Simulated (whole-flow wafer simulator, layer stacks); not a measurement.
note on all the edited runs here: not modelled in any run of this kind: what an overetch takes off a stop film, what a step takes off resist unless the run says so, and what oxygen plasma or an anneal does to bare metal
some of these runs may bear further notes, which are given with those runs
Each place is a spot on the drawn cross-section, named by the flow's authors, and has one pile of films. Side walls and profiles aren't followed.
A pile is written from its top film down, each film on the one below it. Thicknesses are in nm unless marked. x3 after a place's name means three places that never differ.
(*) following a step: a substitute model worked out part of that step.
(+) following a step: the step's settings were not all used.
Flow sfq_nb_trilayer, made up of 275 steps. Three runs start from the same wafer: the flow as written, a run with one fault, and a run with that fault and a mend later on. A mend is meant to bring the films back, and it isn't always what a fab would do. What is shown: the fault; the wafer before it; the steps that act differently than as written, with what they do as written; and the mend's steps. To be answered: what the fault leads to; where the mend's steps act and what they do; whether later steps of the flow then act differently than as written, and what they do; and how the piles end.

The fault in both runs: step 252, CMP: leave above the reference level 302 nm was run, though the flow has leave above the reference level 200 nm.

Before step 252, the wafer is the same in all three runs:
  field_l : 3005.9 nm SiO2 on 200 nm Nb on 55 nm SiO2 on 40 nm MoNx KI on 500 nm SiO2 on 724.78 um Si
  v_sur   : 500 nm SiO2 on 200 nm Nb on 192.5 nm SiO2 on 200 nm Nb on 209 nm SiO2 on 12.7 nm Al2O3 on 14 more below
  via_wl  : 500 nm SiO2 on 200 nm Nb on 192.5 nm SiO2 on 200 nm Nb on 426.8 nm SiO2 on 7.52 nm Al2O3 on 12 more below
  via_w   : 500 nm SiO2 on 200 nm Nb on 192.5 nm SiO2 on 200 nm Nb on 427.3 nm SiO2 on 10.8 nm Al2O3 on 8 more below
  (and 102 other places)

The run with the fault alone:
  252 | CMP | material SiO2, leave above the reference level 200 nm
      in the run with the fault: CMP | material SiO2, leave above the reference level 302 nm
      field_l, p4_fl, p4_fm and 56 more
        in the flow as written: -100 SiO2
        in the run with the fault: nothing
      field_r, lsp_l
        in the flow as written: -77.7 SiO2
        in the run with the fault: nothing
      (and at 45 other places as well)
  Steps further on in the flow that do not act as written (not shown: 6 more steps that differ only slightly, by at most 2% or 0.5 nm, whichever is larger):
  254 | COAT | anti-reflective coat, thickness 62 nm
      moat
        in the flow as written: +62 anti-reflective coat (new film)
        in the run with the fault: +59.9 anti-reflective coat (new film)
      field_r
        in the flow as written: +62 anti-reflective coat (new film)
        in the run with the fault: +71.1 anti-reflective coat (new film)
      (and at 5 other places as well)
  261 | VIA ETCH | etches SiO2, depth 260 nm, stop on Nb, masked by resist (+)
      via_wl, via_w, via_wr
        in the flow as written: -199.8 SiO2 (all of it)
        in the run with the fault: -260 SiO2
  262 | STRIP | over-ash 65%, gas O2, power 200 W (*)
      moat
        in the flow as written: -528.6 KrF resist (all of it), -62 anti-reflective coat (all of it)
        in the run with the fault: -526.8 KrF resist (all of it), -59.9 anti-reflective coat (all of it)
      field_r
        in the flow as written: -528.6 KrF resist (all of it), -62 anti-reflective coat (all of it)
        in the run with the fault: -537.6 KrF resist (all of it), -71.1 anti-reflective coat (all of it)
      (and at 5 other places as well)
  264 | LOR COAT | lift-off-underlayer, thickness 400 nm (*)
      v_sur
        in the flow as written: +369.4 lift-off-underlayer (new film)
        in the run with the fault: +360.2 lift-off-underlayer (new film)
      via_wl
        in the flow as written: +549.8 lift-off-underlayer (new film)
        in the run with the fault: +594 lift-off-underlayer (new film)
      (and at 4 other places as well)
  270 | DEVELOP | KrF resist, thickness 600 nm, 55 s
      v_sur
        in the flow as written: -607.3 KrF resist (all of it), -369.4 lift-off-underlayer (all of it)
        in the run with the fault: -609.1 KrF resist (all of it), -360.2 lift-off-underlayer (all of it)
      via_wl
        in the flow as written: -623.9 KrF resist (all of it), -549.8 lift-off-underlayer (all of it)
        in the run with the fault: -631.4 KrF resist (all of it), -594 lift-off-underlayer (all of it)
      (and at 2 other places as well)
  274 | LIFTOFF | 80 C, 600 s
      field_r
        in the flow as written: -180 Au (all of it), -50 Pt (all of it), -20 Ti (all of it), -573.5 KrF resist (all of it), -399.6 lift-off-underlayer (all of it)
        in the run with the fault: -180 Au (all of it), -50 Pt (all of it), -20 Ti (all of it), -576.4 KrF resist (all of it), -415.7 lift-off-underlayer (all of it)
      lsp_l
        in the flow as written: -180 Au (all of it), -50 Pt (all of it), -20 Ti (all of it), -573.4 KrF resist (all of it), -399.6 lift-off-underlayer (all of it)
        in the run with the fault: -180 Au (all of it), -50 Pt (all of it), -20 Ti (all of it), -577 KrF resist (all of it), -414.8 lift-off-underlayer (all of it)
  By the end, the piles at field_l, v_sur, via_wl and 103 more depart from the flow's by more than 2% or 0.5 nm, whichever is larger.
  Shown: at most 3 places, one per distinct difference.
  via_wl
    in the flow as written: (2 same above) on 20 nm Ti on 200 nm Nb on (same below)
    in the run with the fault: (2 same above) on 20 nm Ti on 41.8 nm SiO2 on 200 nm Nb on (same below)
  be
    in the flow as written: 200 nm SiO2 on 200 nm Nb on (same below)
    in the run with the fault: 302 nm SiO2 on 200 nm Nb on (same below)
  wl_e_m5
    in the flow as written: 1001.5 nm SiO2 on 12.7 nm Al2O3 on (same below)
    in the run with the fault: 1101.5 nm SiO2 on 12.7 nm Al2O3 on (same below)

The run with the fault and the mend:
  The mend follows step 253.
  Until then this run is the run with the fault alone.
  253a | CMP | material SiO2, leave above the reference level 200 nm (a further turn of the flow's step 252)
      field_l, p4_fl, p4_fm and 56 more
        -100 SiO2
      v_sur, via_wl, via_w and 40 more
        -102 SiO2
      field_r, lsp_l
        -77.7 SiO2
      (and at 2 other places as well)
  Later steps of the flow that are run all act as written at every place that is followed.
  At every place that both follow, the piles at the end match the flow's.
